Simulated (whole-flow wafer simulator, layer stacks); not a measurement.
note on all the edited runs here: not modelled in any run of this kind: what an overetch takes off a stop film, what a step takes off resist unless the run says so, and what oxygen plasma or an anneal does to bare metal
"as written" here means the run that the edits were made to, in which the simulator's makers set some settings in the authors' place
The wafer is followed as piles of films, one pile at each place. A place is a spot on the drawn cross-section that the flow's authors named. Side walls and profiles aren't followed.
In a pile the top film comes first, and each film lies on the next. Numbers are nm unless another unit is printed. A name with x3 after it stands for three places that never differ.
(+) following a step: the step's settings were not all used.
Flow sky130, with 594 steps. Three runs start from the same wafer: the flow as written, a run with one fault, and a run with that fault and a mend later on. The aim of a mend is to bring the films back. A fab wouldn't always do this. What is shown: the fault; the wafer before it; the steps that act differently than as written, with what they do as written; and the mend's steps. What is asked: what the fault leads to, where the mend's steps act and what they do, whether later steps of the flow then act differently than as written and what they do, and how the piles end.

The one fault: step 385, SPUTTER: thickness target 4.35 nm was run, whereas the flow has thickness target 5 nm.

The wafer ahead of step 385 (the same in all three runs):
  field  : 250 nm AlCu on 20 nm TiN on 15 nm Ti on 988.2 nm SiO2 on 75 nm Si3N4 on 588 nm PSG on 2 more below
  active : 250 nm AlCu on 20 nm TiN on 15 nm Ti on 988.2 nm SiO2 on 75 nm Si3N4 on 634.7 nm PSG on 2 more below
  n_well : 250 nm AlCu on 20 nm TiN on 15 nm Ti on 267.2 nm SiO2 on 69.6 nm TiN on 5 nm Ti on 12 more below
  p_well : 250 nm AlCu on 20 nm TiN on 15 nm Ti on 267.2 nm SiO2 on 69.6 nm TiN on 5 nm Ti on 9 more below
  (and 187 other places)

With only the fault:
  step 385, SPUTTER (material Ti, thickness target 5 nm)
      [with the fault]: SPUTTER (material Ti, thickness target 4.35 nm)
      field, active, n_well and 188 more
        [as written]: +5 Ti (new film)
        [with the fault]: +4.35 Ti (new film)
  Steps later in the flow that act otherwise than as written (not shown: 18 more steps that differ only slightly, by at most 2% or 0.5 nm, whichever is larger):
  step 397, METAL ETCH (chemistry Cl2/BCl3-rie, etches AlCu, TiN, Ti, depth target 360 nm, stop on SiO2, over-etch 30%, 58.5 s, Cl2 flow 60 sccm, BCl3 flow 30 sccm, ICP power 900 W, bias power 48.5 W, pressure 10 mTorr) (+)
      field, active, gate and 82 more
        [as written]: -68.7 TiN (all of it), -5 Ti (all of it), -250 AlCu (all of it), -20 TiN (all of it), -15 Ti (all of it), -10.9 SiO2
        [with the fault]: -68.7 TiN (all of it), -4.35 Ti (all of it), -250 AlCu (all of it), -20 TiN (all of it), -15 Ti (all of it), -11 SiO2
  At n_well, p_well, gate_hv and 103 more, the piles at the end differ from the flow's by more than 2% or 0.5 nm, whichever is larger.
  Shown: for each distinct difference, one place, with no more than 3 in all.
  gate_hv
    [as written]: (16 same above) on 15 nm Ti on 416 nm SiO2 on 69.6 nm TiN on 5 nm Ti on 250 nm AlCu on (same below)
    [with the fault]: (16 same above) on 15 nm Ti on 416.7 nm SiO2 on 69.6 nm TiN on 4.35 nm Ti on 250 nm AlCu on (same below)
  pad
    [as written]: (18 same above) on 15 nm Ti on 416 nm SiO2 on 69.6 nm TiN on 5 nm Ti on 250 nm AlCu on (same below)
    [with the fault]: (18 same above) on 15 nm Ti on 416.7 nm SiO2 on 69.6 nm TiN on 4.35 nm Ti on 250 nm AlCu on (same below)
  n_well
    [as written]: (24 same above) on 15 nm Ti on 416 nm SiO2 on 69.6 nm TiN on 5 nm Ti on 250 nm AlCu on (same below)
    [with the fault]: (24 same above) on 15 nm Ti on 416.7 nm SiO2 on 69.6 nm TiN on 4.35 nm Ti on 250 nm AlCu on (same below)

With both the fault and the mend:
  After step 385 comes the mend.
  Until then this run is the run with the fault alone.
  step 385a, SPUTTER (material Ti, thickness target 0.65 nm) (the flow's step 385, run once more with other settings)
      field, active, n_well and 188 more
        +0.65 Ti
  Later steps of the flow that are run all act as written at every place that is followed.
  At every place that both follow, the piles at the end match the flow's.
